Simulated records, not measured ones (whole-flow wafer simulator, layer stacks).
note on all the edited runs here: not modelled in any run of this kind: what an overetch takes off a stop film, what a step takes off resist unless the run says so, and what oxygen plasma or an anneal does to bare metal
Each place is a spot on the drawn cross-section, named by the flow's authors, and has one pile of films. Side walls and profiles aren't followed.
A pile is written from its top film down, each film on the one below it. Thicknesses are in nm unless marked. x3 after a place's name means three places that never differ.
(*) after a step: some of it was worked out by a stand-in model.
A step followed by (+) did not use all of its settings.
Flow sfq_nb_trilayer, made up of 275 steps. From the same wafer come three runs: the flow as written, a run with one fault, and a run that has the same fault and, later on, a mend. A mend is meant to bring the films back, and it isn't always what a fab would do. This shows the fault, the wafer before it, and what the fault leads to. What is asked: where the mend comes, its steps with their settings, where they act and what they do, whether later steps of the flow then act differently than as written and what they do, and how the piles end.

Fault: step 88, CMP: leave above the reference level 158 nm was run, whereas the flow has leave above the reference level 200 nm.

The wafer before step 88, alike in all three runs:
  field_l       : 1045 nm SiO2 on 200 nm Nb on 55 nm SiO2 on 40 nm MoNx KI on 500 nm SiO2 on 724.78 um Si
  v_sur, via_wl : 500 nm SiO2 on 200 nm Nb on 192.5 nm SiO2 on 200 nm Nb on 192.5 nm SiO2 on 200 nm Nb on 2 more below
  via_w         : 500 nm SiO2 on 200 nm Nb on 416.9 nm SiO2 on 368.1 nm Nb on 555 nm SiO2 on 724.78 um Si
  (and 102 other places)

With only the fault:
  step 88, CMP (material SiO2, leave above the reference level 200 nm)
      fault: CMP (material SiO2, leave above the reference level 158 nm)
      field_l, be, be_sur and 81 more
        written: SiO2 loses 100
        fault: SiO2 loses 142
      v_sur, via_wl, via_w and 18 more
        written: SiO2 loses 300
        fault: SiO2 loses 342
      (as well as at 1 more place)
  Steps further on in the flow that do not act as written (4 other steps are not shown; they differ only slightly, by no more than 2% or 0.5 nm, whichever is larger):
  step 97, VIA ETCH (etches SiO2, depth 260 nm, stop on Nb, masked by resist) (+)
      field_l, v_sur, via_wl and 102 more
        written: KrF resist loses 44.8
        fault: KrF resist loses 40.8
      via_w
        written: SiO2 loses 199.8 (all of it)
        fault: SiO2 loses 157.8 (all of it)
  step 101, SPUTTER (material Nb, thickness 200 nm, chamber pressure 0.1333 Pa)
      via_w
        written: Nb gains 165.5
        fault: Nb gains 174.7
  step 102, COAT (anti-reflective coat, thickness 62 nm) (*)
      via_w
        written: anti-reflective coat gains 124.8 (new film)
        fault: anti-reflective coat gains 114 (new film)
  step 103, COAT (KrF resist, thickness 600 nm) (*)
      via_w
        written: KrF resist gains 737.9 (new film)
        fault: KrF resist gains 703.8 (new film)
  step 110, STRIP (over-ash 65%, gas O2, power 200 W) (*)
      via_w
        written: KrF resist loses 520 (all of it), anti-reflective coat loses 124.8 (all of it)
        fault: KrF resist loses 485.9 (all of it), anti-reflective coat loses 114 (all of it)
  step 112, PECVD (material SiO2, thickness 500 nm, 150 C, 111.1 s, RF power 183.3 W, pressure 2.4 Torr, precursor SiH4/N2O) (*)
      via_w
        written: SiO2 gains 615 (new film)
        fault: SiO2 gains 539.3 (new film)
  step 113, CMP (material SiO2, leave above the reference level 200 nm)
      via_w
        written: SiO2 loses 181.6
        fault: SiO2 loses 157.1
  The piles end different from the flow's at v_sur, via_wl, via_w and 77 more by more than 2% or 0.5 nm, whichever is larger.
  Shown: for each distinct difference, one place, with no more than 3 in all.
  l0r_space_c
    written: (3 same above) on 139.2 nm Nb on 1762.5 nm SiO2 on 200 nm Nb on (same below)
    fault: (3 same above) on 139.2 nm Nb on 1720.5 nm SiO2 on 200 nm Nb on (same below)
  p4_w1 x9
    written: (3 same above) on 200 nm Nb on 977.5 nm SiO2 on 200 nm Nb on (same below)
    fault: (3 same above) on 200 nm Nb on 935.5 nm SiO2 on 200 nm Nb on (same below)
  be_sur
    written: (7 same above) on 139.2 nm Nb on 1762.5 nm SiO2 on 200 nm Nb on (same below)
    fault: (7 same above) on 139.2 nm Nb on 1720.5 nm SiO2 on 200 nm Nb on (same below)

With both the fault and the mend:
  The mend stands after step 89.
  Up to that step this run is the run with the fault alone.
  step 89a, PECVD (material SiO2, thickness 42 nm, 150 C, 9.333 s, RF power 183.3 W, pressure 2.4 Torr, precursor SiH4/N2O) (the flow's step 87 again, with other settings)
      field_l, v_sur, via_wl and 103 more
        SiO2 gains 42
  None of the later steps of the flow differs from how it acts as written, at any place that is followed, by more than 2% or 0.5 nm, whichever is larger.
  By the end, the piles equal the flow's at every place that both follow.
